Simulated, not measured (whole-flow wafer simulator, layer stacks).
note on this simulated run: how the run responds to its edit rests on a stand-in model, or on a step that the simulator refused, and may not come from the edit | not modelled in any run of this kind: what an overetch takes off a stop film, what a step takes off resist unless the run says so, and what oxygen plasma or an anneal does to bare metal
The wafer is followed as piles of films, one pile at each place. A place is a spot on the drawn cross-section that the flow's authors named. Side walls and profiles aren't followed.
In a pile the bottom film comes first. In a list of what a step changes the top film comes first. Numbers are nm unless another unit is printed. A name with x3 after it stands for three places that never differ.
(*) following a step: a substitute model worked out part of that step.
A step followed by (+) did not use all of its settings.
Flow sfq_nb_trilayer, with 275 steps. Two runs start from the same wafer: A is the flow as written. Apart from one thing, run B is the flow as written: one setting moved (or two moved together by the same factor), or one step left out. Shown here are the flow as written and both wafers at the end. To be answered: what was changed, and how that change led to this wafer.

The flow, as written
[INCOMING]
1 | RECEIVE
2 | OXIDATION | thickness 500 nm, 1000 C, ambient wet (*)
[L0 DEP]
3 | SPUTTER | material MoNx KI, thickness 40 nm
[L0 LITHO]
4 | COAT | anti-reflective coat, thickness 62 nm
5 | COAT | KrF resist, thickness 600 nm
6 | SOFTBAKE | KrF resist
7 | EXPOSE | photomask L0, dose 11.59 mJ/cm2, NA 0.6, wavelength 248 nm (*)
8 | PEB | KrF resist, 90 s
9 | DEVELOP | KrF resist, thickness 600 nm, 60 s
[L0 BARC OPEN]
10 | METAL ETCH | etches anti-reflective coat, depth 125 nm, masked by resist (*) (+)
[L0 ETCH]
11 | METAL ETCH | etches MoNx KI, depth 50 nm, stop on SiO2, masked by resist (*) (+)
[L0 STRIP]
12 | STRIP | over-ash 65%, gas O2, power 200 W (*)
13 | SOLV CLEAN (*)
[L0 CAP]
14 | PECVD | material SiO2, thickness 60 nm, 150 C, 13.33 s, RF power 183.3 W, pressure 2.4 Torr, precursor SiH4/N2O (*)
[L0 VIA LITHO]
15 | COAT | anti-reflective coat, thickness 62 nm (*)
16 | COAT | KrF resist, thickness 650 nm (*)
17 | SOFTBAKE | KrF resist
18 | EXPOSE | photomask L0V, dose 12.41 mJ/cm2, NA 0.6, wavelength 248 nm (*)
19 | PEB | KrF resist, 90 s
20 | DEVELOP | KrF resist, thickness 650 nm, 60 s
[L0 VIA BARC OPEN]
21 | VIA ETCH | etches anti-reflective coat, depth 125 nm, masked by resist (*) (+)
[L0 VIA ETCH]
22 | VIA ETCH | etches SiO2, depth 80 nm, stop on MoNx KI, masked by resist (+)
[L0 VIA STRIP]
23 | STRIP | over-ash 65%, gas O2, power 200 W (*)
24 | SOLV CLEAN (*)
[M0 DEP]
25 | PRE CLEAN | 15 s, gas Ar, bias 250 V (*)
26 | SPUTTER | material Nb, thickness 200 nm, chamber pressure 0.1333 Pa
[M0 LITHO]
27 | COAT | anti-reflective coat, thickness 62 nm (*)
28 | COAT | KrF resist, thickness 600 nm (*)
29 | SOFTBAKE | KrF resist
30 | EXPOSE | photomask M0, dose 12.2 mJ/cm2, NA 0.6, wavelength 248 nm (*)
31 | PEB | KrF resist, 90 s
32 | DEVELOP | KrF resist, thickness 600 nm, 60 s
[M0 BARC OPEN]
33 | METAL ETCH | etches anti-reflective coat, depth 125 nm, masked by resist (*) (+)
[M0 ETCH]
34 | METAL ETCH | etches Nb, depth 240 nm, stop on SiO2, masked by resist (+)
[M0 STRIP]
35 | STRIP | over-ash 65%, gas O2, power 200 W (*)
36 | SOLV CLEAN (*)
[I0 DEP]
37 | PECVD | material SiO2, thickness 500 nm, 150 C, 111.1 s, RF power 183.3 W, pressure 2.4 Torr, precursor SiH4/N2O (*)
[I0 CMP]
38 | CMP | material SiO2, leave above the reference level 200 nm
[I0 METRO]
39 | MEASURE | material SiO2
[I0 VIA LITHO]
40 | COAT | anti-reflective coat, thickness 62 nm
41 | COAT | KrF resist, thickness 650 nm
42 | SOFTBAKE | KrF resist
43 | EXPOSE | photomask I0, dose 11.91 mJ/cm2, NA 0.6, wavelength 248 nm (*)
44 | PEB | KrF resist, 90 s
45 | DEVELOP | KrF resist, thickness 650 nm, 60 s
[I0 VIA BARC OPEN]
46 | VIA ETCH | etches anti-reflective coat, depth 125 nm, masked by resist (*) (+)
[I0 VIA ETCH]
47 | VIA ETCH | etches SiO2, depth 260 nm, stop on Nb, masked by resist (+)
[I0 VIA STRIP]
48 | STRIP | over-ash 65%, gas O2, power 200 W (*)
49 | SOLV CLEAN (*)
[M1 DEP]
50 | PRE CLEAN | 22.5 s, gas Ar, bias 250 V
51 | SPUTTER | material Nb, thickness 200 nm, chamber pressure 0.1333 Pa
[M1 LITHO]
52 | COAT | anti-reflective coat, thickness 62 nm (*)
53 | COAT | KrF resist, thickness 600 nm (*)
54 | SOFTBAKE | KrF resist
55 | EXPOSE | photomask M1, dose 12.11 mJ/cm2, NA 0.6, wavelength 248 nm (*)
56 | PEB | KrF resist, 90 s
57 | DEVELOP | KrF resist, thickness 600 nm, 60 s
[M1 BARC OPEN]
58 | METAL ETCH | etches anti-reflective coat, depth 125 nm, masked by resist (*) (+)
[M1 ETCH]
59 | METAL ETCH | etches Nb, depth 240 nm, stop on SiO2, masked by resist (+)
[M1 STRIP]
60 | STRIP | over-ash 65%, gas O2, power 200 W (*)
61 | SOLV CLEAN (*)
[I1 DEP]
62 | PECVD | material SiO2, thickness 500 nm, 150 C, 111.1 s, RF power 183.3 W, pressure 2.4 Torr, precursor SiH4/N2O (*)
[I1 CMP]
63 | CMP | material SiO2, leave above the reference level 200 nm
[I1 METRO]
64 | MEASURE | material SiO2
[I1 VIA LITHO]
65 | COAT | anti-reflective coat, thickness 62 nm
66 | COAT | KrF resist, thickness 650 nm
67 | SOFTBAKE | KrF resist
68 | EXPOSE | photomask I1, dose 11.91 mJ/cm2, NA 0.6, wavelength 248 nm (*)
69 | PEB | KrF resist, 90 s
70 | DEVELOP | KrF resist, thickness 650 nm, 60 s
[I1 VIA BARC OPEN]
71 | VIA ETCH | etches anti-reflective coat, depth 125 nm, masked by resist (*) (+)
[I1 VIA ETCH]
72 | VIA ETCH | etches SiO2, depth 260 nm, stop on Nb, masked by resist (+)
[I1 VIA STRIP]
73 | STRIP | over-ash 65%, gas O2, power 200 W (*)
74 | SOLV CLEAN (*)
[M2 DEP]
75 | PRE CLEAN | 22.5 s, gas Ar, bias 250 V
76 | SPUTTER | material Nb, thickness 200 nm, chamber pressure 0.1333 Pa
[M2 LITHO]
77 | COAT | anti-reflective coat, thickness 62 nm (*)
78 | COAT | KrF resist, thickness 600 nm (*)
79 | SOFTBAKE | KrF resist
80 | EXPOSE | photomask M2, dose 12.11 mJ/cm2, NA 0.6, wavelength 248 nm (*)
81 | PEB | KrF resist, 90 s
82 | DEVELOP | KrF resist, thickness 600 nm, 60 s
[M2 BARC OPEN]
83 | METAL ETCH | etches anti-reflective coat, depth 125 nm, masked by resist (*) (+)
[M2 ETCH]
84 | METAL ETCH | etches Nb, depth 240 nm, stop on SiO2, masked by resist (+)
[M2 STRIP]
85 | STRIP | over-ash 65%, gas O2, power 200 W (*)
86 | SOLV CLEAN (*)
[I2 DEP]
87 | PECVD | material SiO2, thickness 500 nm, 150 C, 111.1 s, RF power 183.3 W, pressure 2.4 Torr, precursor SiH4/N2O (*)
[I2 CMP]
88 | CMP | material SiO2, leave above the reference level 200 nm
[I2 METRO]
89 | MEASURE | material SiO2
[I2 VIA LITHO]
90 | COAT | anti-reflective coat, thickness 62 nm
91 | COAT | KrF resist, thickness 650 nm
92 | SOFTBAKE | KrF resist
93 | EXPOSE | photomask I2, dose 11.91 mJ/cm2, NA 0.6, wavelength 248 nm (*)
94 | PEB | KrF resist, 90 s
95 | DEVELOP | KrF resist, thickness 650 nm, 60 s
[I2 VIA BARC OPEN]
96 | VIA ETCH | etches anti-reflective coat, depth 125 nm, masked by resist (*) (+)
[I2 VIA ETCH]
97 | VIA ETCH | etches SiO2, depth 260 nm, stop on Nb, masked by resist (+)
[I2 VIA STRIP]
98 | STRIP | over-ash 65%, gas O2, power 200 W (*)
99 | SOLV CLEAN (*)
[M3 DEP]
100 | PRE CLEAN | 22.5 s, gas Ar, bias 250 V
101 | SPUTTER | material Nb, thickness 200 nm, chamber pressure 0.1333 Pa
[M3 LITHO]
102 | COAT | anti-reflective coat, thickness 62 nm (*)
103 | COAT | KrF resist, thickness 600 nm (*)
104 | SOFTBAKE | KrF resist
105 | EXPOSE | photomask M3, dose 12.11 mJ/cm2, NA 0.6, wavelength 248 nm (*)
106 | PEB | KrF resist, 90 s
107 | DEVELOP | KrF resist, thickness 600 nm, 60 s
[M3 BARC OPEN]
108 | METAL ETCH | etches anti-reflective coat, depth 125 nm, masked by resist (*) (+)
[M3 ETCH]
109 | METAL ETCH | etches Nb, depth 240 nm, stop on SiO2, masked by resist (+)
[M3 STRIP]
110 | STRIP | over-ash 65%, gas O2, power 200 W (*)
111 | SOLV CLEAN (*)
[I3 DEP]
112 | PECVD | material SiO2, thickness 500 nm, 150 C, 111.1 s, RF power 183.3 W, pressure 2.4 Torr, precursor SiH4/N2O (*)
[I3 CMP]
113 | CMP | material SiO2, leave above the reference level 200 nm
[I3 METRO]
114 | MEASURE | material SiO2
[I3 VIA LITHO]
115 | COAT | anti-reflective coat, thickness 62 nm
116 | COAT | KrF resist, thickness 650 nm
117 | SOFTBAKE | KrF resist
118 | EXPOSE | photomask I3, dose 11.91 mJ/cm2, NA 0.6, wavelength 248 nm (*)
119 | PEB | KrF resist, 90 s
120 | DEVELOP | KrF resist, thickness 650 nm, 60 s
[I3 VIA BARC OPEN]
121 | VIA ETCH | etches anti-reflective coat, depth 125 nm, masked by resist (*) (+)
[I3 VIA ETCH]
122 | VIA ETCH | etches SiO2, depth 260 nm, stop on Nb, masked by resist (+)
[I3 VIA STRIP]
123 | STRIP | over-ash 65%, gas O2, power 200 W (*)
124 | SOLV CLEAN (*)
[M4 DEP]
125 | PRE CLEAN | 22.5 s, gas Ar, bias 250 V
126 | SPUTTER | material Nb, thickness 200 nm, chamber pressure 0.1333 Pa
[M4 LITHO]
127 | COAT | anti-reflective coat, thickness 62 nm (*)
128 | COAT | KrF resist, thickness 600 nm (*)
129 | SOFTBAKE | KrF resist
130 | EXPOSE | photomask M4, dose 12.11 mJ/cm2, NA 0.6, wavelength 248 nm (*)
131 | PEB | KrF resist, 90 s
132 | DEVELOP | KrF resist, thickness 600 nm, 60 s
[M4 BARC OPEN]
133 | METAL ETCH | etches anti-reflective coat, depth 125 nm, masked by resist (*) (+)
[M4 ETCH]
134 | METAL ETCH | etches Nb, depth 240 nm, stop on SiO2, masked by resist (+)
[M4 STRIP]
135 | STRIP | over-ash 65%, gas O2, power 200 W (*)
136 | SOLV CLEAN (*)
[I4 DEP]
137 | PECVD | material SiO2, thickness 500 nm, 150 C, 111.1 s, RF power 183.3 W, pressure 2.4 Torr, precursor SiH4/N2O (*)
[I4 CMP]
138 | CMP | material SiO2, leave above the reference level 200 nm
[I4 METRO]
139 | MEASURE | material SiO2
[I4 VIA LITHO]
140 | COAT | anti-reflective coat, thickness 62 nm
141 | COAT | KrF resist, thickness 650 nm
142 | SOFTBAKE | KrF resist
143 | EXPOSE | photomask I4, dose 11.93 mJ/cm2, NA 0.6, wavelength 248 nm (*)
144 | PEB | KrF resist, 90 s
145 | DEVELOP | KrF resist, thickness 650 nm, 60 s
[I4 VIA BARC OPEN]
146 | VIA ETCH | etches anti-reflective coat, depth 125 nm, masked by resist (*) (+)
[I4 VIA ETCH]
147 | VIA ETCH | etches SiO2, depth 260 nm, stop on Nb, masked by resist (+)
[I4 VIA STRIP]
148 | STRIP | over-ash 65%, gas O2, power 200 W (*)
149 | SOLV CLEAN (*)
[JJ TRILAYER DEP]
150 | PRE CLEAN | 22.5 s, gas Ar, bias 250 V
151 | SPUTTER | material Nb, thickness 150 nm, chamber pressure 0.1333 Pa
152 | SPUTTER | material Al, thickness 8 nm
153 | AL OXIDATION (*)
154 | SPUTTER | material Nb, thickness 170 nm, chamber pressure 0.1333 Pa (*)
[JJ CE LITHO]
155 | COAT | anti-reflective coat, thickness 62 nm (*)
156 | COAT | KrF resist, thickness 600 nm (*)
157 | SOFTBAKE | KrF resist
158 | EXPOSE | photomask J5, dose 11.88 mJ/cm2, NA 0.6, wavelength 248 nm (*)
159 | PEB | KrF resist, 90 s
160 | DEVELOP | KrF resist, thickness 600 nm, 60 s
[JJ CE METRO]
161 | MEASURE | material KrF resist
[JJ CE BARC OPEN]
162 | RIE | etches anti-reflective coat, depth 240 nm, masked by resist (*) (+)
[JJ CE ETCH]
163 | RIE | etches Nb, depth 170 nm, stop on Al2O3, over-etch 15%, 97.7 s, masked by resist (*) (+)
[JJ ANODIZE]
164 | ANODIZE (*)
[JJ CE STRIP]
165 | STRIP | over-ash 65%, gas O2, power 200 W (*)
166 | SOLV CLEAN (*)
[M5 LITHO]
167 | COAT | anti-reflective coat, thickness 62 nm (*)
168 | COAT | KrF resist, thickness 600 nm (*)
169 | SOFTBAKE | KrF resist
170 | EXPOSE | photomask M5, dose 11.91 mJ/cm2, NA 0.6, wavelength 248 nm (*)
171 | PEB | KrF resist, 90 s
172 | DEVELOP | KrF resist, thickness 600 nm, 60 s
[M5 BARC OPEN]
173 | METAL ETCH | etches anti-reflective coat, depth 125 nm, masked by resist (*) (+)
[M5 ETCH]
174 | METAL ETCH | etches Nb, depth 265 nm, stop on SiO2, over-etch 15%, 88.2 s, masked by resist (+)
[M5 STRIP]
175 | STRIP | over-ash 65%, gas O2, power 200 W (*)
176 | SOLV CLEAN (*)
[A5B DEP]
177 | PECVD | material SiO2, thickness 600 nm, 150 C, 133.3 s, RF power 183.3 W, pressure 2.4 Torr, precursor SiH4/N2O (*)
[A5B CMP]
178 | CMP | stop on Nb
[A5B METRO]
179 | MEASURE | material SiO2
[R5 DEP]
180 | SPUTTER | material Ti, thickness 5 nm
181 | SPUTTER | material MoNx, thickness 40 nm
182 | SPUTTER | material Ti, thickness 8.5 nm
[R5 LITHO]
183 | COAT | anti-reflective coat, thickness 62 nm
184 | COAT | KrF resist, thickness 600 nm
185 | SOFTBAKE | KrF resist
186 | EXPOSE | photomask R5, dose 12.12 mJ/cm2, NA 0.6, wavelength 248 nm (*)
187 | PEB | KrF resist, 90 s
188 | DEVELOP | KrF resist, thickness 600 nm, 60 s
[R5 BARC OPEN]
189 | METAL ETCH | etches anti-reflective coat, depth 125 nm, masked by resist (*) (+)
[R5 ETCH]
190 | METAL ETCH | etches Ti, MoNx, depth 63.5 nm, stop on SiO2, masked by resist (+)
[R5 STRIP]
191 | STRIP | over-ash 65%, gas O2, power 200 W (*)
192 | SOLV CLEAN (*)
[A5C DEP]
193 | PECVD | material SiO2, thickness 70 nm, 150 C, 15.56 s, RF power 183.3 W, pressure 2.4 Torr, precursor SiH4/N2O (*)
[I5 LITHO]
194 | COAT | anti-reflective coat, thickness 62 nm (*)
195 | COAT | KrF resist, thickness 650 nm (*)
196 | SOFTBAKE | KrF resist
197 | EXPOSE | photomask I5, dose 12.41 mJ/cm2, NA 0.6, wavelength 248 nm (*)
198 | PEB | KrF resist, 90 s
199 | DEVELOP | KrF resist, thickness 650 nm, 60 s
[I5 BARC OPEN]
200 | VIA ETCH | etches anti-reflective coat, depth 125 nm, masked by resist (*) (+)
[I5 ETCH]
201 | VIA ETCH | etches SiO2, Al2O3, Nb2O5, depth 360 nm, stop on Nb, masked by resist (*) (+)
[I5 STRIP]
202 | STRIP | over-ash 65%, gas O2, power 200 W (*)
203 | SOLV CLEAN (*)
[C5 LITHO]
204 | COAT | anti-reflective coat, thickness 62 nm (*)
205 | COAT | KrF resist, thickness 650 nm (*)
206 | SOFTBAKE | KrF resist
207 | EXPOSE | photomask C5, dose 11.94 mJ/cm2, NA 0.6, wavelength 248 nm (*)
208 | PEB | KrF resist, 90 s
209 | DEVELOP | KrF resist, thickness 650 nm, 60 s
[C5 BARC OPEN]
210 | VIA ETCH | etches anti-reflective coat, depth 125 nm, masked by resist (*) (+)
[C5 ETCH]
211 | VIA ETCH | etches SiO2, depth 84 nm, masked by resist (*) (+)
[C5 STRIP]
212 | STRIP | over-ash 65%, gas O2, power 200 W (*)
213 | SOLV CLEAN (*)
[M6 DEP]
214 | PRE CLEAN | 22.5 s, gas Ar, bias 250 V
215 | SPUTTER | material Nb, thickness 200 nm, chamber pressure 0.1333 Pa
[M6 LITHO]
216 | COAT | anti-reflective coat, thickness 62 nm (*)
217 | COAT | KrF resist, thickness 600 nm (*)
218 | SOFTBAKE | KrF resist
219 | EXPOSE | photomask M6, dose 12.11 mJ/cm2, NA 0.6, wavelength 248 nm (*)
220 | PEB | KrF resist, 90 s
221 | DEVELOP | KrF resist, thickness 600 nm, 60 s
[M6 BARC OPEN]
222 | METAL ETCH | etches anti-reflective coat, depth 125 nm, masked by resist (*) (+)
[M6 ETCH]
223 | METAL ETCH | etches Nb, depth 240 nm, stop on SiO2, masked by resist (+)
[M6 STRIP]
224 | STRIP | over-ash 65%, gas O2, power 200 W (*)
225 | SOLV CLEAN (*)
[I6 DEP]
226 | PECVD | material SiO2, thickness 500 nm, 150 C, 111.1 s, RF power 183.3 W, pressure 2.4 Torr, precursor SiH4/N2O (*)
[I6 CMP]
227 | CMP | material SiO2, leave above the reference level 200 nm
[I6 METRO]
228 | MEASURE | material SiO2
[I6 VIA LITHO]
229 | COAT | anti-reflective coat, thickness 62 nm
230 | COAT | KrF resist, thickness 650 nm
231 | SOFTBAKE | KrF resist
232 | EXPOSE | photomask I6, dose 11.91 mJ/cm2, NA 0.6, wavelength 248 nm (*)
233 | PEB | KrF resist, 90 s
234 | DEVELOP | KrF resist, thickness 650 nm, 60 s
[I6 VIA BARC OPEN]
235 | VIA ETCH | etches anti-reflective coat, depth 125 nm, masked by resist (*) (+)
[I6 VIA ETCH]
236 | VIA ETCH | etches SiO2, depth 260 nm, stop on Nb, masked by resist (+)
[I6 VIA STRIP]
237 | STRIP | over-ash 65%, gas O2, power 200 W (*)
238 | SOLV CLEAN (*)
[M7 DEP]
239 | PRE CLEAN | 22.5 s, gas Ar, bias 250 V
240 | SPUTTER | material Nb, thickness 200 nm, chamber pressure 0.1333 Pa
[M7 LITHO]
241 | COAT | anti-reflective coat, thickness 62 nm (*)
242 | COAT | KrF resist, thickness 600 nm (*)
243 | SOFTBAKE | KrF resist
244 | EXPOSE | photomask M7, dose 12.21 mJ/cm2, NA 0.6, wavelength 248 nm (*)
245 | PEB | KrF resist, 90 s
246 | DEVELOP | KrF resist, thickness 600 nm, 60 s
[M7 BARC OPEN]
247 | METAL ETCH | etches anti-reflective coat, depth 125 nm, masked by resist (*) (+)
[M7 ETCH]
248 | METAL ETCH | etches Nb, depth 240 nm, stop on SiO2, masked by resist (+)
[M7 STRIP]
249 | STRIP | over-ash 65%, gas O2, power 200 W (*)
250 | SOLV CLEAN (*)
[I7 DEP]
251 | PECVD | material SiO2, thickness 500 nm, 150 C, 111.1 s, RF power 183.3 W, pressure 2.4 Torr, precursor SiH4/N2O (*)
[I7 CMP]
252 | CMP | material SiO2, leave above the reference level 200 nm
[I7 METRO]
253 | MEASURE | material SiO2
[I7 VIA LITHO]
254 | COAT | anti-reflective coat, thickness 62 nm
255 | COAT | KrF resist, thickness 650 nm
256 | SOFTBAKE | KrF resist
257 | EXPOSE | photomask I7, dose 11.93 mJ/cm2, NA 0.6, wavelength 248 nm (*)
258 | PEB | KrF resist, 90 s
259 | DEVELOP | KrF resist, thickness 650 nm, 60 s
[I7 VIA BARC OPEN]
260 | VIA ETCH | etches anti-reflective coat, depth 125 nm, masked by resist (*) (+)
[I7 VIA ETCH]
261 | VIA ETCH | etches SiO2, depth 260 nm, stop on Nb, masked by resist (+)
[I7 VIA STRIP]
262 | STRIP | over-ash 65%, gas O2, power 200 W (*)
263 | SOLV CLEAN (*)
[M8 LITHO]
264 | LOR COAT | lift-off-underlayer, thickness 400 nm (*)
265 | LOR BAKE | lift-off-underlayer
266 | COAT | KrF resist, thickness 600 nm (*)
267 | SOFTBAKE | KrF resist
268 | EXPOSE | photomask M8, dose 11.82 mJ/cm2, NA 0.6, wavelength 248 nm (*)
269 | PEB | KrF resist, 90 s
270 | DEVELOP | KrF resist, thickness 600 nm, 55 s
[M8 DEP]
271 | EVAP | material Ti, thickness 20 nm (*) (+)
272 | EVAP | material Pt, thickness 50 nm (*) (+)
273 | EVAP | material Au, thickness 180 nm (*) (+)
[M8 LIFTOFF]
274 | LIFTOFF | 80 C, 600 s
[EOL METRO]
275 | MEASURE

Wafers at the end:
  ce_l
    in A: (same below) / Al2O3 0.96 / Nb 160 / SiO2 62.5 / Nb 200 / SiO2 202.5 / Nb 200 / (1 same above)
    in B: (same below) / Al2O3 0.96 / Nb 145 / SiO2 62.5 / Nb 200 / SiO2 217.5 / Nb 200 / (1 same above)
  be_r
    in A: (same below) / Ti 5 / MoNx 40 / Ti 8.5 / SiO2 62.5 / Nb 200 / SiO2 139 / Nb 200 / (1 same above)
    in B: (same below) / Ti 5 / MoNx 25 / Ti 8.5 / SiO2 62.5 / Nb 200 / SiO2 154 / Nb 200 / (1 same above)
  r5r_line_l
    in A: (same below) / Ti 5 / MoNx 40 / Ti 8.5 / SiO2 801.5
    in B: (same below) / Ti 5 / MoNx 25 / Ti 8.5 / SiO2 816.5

What caused this: step 181, SPUTTER: thickness 25 nm was run, while the flow as written has thickness 40 nm.
One can read it off the wafer: be_r has MoNx 25, and step 181 as written asks for 40 nm.

How this came from the change, step by step:
  181 | SPUTTER | material MoNx, thickness 40 nm
      field_l, v_sur, via_wl and 103 more: A MoNx gains 40 (new film) | B MoNx gains 25 (new film)
  190 | METAL ETCH | etches Ti, MoNx, depth 63.5 nm, stop on SiO2, masked by resist (+)
      field_l, v_sur, via_wl and 92 more: A Ti loses 8.5 (all of it), MoNx loses 40 (all of it), Ti loses 5 (all of it) | B Ti loses 8.5 (all of it), MoNx loses 25 (all of it), Ti loses 5 (all of it)
      ce_l, c5j, ce_r, wl_jj: A Ti loses 8.5 (all of it), MoNx loses 40 (all of it), Ti loses 5 (all of it), Nb loses 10 | B Ti loses 8.5 (all of it), MoNx loses 25 (all of it), Ti loses 5 (all of it), Nb loses 25
  194 | COAT | anti-reflective coat, thickness 62 nm (*)
      wl_j_sl, wl_j_sr: A anti-reflective coat gains 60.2 (new film) | B anti-reflective coat gains 57.7 (new film)
      r5r_spacepad_l, r5r_spacepad_r: A anti-reflective coat gains 84.4 (new film) | B anti-reflective coat gains 77.9 (new film)
      (as well as at 14 more places)
  202 | STRIP | over-ash 65%, gas O2, power 200 W (*)
      wl_j_sl, wl_j_sr: A KrF resist loses 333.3 (all of it), anti-reflective coat loses 60.2 (all of it) | B KrF resist loses 333.4 (all of it), anti-reflective coat loses 57.7 (all of it)
      r5r_spacepad_l, r5r_spacepad_r: A KrF resist loses 335.6 (all of it), anti-reflective coat loses 84.4 (all of it) | B KrF resist loses 335.1 (all of it), anti-reflective coat loses 77.9 (all of it)
      (as well as at 14 more places)
  204 | COAT | anti-reflective coat, thickness 62 nm (*)
      wl_j_sl, wl_j_sr: A anti-reflective coat gains 60.2 (new film) | B anti-reflective coat gains 57.7 (new film)
      r5r_spacepad_l, r5r_spacepad_r: A anti-reflective coat gains 84.4 (new film) | B anti-reflective coat gains 77.9 (new film)
      (as well as at 14 more places)
  210 | VIA ETCH | etches anti-reflective coat, depth 125 nm, masked by resist (*) (+)
      field_l, v_sur, via_wl and 101 more: A KrF resist loses 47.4 | B KrF resist loses 48.4
      c5j: A anti-reflective coat loses 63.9 (all of it), SiO2 loses 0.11 | B anti-reflective coat loses 68.1 (all of it), SiO2 loses 0.1
      (as well as at 1 more place)
  212 | STRIP | over-ash 65%, gas O2, power 200 W (*)
      wl_j_sl, wl_j_sr: A KrF resist loses 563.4 (all of it), anti-reflective coat loses 60.2 (all of it) | B KrF resist loses 562.4 (all of it), anti-reflective coat loses 57.7 (all of it)
      r5r_spacepad_l, r5r_spacepad_r: A KrF resist loses 565.8 (all of it), anti-reflective coat loses 84.4 (all of it) | B KrF resist loses 564 (all of it), anti-reflective coat loses 77.9 (all of it)
      (as well as at 12 more places)
  216 | COAT | anti-reflective coat, thickness 62 nm (*)
      r5r_line_l, r5r_line_c, r5r_line_r: A anti-reflective coat gains 50 (new film) | B anti-reflective coat gains 52.6 (new film)
      wl_j_sl, wl_j_sr: A anti-reflective coat gains 60.2 (new film) | B anti-reflective coat gains 57.8 (new film)
      (as well as at 13 more places)
  222 | METAL ETCH | etches anti-reflective coat, depth 125 nm, masked by resist (*) (+)
      r5r_line_l, r5r_line_c, r5r_line_r: A anti-reflective coat loses 50 (all of it) | B anti-reflective coat loses 52.6 (all of it)
      r5r_spacepad_l, r5r_spacepad_r: A anti-reflective coat loses 85.7 (all of it) | B anti-reflective coat loses 78.5 (all of it)
      (as well as at 2 more places)
  224 | STRIP | over-ash 65%, gas O2, power 200 W (*)
      wl_j_sl, wl_j_sr: A KrF resist loses 382.5 (all of it), anti-reflective coat loses 60.2 (all of it) | B KrF resist loses 382.4 (all of it), anti-reflective coat loses 57.8 (all of it)
      jj_sur: A KrF resist loses 378.5 (all of it), anti-reflective coat loses 56.1 (all of it) | B KrF resist loses 377.7 (all of it), anti-reflective coat loses 53.3 (all of it)
      (as well as at 8 more places)
  226 | PECVD | material SiO2, thickness 500 nm, 150 C, 111.1 s, RF power 183.3 W, pressure 2.4 Torr, precursor SiH4/N2O (*)
      r5r_spacepad_l, r5r_spacepad_r: A SiO2 gains 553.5 | B SiO2 gains 536
  227 | CMP | material SiO2, leave above the reference level 200 nm
      ce_l, ce_r, wl_jj: A SiO2 loses 290 | B SiO2 loses 275
      be_r, r_sur, r_end: A SiO2 loses 353.5 | B SiO2 loses 338.5
      (as well as at 7 more places)
